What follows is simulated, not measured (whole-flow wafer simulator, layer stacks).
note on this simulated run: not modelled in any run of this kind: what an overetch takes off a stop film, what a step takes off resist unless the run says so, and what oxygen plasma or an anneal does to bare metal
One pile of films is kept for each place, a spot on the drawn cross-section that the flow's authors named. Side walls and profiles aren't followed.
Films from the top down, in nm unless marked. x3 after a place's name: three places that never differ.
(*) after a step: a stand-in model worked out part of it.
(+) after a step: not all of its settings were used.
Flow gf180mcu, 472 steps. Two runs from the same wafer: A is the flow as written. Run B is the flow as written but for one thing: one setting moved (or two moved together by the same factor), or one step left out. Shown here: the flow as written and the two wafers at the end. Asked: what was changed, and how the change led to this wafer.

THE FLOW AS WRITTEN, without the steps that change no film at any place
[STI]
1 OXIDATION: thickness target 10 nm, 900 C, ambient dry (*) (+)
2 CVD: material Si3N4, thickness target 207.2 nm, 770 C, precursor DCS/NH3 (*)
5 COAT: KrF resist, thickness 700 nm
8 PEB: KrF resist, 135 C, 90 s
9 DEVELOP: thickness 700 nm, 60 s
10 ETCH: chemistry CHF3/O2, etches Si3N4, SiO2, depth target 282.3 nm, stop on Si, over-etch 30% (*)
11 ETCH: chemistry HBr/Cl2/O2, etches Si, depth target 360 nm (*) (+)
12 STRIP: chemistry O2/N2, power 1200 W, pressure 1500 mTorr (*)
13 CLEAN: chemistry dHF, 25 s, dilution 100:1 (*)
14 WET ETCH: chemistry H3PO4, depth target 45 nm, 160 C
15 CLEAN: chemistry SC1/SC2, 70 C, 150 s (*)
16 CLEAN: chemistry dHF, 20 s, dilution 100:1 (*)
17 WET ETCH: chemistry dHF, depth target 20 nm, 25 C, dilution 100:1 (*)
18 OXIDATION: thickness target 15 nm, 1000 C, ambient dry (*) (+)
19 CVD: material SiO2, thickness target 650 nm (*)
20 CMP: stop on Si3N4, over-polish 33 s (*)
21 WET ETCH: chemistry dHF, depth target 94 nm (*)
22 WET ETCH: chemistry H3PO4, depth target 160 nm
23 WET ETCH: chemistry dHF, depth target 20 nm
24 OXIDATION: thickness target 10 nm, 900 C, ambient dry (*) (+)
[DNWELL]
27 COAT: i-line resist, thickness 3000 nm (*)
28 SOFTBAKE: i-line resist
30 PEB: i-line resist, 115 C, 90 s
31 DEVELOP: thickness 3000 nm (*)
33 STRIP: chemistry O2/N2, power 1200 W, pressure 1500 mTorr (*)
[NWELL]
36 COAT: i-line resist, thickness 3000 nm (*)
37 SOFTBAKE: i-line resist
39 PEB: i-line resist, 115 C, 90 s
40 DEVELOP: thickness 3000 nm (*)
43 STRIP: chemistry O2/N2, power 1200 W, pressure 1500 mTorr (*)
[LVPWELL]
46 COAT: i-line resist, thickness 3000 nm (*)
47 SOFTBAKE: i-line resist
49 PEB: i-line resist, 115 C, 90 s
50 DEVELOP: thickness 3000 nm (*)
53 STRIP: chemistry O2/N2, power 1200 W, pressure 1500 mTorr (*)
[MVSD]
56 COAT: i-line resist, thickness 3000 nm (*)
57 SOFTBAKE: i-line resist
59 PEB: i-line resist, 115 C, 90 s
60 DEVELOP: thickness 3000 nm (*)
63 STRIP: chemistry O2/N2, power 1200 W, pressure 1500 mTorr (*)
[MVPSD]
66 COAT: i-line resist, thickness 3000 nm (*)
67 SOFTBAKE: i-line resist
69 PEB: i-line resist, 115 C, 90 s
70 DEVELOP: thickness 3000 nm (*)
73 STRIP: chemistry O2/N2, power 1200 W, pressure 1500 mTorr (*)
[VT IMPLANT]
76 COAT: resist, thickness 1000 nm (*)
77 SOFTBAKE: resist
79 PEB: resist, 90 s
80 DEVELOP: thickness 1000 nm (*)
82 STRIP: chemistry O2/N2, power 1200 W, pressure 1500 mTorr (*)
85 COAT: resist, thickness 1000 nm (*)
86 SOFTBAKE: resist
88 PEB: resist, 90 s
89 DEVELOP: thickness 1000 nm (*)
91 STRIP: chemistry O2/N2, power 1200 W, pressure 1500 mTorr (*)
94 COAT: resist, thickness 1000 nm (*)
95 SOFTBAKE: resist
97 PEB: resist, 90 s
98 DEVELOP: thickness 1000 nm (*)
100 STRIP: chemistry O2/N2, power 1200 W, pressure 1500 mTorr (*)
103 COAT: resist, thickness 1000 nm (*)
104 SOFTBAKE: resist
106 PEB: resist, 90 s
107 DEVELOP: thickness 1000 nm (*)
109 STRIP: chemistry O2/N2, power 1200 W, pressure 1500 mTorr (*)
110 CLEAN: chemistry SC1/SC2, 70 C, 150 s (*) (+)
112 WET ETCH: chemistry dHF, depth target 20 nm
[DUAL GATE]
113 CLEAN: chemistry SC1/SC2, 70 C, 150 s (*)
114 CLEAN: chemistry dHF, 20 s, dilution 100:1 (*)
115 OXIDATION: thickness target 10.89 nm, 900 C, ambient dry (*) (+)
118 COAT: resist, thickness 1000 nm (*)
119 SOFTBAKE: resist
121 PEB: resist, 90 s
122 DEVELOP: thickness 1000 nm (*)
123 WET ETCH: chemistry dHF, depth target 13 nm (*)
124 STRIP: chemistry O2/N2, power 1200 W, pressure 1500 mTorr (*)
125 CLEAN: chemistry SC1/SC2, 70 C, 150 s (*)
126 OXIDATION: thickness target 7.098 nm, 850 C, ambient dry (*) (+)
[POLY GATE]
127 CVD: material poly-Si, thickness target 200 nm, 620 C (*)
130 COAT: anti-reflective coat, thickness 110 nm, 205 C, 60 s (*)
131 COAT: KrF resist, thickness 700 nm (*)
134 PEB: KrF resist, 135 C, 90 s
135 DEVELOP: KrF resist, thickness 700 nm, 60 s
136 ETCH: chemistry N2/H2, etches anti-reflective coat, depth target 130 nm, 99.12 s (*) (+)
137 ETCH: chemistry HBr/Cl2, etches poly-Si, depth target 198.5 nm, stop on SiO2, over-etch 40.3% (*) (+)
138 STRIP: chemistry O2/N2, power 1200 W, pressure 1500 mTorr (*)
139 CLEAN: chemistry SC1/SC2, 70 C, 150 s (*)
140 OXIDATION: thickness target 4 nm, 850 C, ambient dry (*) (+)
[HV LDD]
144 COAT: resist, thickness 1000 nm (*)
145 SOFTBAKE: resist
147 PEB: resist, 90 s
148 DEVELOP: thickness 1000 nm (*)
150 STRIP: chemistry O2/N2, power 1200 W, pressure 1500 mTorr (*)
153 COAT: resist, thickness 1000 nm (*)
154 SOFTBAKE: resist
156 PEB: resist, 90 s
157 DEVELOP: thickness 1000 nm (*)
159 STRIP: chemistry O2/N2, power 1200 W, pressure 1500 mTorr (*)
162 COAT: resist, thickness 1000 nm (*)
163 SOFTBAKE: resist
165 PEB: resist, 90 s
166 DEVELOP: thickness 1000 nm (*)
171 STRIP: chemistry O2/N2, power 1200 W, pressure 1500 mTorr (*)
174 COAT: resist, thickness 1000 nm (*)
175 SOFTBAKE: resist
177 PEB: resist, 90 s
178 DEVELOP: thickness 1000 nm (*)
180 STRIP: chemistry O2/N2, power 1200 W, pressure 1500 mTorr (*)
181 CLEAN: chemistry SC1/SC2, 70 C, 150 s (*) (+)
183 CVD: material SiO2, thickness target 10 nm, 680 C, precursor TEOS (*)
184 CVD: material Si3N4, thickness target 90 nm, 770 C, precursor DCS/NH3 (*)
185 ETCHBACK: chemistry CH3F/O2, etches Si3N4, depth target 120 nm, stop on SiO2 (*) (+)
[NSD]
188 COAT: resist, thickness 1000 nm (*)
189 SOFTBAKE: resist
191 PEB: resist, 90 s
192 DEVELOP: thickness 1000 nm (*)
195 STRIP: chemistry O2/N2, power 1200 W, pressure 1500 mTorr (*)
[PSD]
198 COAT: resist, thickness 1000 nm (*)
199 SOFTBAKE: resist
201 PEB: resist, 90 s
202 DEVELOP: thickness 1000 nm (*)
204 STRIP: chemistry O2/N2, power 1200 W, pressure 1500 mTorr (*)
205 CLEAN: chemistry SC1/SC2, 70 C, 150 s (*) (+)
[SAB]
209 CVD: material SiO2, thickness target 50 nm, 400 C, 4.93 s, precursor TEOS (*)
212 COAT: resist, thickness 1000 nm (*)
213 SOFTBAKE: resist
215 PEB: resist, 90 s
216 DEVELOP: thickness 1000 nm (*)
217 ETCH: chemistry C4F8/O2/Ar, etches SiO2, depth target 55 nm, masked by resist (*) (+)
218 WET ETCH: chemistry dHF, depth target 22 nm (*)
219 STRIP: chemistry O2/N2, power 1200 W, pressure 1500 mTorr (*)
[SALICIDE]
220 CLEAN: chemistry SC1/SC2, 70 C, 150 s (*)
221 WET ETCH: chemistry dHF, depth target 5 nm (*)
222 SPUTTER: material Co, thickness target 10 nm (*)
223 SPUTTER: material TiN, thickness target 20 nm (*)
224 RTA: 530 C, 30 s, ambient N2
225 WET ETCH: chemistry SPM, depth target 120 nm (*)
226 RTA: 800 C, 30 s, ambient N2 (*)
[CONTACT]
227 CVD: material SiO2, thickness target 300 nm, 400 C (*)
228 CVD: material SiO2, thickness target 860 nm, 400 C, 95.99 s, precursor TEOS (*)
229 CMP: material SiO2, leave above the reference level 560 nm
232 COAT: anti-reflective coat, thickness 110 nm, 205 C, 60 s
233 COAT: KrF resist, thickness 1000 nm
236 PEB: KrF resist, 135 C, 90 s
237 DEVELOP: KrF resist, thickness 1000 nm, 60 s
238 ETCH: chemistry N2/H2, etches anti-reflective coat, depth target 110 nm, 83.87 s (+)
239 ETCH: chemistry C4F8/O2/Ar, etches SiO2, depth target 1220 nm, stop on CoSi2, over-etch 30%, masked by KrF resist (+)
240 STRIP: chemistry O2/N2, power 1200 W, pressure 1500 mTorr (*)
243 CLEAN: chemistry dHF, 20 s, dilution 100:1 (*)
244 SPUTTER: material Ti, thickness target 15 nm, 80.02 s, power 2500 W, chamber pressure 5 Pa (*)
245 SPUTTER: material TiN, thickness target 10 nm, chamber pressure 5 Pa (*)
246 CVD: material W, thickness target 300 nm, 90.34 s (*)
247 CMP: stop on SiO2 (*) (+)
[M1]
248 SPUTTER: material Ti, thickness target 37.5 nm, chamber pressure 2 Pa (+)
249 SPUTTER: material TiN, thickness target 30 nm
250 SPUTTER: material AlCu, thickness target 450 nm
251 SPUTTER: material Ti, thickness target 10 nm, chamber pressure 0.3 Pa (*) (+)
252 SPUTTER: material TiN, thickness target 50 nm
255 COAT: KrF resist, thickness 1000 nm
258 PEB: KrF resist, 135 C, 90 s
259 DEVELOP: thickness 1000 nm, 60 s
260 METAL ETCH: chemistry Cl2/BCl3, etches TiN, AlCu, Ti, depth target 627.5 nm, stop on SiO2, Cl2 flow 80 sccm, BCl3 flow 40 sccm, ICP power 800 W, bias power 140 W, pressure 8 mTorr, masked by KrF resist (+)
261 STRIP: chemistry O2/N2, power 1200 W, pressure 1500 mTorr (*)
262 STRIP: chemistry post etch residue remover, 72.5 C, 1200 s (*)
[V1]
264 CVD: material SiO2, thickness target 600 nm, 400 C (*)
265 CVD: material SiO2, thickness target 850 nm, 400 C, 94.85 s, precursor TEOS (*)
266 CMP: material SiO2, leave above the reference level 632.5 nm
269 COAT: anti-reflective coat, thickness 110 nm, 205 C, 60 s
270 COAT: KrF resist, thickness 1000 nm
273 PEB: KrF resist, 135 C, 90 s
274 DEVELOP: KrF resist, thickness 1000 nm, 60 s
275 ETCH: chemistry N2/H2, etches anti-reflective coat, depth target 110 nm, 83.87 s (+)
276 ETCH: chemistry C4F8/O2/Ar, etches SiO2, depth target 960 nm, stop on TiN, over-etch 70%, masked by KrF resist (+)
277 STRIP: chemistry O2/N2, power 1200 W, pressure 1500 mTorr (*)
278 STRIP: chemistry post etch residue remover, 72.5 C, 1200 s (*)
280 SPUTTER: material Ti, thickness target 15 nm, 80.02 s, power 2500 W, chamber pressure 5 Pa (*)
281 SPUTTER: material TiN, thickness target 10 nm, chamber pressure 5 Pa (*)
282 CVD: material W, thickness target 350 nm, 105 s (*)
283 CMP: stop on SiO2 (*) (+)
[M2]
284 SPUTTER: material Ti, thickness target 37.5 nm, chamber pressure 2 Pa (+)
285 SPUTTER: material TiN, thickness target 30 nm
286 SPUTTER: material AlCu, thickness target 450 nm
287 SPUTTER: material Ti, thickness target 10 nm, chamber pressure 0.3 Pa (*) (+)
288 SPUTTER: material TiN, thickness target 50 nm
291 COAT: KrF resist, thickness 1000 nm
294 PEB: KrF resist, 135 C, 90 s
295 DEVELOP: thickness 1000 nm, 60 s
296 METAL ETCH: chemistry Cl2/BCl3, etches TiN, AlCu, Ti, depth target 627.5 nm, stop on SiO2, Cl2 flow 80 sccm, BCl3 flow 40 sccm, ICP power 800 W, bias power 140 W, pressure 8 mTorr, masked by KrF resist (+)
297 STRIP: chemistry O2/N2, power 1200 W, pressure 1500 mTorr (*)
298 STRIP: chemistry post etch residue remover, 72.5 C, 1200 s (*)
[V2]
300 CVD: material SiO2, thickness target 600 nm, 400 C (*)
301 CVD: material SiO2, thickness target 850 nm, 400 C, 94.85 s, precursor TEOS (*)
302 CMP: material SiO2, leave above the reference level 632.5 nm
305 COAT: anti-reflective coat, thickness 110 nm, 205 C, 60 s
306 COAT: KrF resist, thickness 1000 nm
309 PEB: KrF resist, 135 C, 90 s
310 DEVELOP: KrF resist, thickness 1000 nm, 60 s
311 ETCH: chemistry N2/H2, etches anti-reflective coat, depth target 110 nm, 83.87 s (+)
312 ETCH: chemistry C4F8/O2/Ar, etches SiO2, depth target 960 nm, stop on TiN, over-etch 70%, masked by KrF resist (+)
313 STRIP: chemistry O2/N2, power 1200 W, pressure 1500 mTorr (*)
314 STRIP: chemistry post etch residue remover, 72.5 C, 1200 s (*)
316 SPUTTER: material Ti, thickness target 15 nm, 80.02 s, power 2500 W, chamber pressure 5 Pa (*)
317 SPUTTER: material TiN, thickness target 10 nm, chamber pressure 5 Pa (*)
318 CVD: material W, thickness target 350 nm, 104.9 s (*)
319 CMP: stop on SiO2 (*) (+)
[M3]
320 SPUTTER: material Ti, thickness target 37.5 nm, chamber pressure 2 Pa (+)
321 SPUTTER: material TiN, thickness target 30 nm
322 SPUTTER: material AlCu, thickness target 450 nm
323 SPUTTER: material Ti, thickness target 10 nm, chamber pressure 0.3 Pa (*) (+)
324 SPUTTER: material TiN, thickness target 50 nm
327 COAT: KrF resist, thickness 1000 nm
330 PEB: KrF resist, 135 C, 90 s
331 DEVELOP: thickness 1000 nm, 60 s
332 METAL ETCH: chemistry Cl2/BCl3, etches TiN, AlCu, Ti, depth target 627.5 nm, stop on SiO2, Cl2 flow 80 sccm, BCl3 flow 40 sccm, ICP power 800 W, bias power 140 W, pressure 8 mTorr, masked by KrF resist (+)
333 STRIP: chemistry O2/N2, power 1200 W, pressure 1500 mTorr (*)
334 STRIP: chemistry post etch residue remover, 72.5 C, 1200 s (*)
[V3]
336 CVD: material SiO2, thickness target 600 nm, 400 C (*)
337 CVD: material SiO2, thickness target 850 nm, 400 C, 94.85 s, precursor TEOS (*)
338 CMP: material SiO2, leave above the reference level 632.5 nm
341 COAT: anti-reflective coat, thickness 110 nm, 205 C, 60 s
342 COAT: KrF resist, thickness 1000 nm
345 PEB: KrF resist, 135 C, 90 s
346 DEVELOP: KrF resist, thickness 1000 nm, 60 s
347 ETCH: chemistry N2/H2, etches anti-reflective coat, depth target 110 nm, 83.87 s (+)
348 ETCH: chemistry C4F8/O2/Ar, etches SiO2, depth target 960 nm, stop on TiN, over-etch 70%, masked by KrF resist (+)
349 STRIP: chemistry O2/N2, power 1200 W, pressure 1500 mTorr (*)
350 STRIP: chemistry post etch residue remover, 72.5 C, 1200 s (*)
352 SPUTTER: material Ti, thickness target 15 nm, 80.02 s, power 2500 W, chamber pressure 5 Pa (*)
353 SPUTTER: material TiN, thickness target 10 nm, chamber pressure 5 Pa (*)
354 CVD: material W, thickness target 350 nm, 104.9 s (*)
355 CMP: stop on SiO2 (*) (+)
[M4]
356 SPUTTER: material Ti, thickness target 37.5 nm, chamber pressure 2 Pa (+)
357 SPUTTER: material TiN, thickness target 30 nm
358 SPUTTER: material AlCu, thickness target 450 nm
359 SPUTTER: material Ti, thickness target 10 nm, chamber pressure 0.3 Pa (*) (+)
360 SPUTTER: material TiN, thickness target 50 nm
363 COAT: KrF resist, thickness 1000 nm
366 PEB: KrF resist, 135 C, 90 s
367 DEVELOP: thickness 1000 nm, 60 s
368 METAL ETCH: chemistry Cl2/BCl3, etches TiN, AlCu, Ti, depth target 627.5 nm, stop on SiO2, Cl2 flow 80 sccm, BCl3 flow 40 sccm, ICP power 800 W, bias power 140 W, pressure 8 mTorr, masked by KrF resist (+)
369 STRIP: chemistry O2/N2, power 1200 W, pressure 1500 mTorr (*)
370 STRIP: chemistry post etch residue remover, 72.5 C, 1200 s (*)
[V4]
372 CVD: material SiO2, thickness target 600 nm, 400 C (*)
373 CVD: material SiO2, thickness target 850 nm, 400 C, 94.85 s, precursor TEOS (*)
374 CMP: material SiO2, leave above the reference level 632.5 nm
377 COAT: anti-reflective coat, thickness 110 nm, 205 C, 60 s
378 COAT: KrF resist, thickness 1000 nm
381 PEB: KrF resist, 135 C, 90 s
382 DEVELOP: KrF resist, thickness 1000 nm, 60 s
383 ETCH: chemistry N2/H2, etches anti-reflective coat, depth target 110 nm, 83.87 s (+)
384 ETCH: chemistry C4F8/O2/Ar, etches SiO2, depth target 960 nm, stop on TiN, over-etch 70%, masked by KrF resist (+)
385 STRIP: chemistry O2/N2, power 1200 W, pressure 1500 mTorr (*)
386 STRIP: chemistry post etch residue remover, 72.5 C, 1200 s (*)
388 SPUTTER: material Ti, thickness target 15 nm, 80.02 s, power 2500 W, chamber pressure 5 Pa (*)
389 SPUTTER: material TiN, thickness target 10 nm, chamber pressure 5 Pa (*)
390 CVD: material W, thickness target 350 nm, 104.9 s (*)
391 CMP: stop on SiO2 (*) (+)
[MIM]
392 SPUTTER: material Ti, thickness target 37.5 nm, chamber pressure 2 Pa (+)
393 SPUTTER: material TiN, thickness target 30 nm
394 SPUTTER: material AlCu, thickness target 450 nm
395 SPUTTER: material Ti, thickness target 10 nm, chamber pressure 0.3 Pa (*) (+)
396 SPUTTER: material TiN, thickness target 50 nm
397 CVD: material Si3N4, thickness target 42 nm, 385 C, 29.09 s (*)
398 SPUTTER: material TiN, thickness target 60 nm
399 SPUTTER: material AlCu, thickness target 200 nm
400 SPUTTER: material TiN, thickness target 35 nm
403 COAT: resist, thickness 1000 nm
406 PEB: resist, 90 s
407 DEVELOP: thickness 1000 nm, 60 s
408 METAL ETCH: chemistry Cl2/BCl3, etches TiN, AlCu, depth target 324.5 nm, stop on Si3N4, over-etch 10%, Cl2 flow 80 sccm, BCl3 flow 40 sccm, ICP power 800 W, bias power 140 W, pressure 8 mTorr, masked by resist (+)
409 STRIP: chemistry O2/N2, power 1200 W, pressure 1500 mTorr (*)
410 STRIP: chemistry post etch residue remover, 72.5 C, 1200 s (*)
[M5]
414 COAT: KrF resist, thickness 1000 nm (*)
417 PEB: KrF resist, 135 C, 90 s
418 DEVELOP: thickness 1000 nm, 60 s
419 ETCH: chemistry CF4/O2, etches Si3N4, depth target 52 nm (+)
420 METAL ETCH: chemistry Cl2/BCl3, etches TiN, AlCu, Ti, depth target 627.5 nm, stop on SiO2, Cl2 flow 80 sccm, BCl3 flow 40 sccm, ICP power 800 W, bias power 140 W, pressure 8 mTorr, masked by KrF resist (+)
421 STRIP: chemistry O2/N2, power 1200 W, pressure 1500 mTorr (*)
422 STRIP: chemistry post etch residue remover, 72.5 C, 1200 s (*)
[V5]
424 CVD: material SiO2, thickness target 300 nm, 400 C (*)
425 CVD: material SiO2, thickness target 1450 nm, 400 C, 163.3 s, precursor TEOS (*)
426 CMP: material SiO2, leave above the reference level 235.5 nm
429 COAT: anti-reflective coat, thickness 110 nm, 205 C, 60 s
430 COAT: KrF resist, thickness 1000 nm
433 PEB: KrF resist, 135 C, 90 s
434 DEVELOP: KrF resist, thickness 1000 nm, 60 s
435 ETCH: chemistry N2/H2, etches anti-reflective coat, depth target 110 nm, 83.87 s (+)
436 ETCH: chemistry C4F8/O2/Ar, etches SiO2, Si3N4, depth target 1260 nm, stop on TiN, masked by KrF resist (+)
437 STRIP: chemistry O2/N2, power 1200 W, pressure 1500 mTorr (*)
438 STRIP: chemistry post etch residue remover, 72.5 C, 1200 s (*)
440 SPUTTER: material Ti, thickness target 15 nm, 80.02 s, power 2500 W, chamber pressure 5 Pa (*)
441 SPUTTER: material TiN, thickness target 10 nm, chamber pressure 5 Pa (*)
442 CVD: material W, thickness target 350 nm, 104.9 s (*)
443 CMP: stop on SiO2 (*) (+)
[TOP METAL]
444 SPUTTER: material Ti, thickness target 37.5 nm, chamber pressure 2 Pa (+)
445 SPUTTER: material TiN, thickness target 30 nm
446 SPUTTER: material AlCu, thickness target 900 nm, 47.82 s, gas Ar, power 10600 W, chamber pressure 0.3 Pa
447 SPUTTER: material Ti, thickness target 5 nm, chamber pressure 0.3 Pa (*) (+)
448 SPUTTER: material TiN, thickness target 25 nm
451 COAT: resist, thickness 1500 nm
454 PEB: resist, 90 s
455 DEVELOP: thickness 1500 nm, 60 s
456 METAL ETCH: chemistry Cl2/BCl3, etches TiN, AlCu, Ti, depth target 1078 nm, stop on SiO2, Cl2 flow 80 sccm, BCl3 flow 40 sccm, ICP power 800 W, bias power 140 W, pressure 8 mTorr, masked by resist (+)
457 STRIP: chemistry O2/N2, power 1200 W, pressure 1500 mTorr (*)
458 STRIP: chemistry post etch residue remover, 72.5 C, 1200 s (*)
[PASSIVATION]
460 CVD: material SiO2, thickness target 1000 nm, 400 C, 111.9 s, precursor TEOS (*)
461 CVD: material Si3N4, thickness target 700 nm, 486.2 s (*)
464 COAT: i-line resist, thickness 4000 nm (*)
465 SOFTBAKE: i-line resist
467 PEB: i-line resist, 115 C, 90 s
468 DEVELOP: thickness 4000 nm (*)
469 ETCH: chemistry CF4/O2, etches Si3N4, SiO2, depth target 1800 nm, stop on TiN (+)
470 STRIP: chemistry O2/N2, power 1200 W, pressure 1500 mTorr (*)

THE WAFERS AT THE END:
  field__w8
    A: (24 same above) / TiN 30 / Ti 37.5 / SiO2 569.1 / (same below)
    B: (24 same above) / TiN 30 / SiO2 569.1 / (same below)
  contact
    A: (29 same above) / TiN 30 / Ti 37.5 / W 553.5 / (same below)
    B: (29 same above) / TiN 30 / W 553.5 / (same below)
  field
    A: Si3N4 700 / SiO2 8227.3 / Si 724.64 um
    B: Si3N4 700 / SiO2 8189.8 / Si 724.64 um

The cause: step 320, SPUTTER: material Ti, thickness target 37.5 nm, chamber pressure 2 Pa (+), was left out.

How the change led to this, step by step:
  332 METAL ETCH: chemistry Cl2/BCl3, etches TiN, AlCu, Ti, depth target 627.5 nm, stop on SiO2, Cl2 flow 80 sccm, BCl3 flow 40 sccm, ICP power 800 W, bias power 140 W, pressure 8 mTorr, masked by KrF resist (+)
      field, field__w1, field__w2 and 103 more: A TiN -50 (all of it), Ti -10 (all of it), AlCu -450 (all of it), TiN -30 (all of it), Ti -37.5 (all of it) | B TiN -50 (all of it), Ti -10 (all of it), AlCu -450 (all of it), TiN -30 (all of it)
  338 CMP: material SiO2, leave above the reference level 632.5 nm
      field, field__w1, field__w2 and 103 more: A SiO2 -300 | B SiO2 -337.5
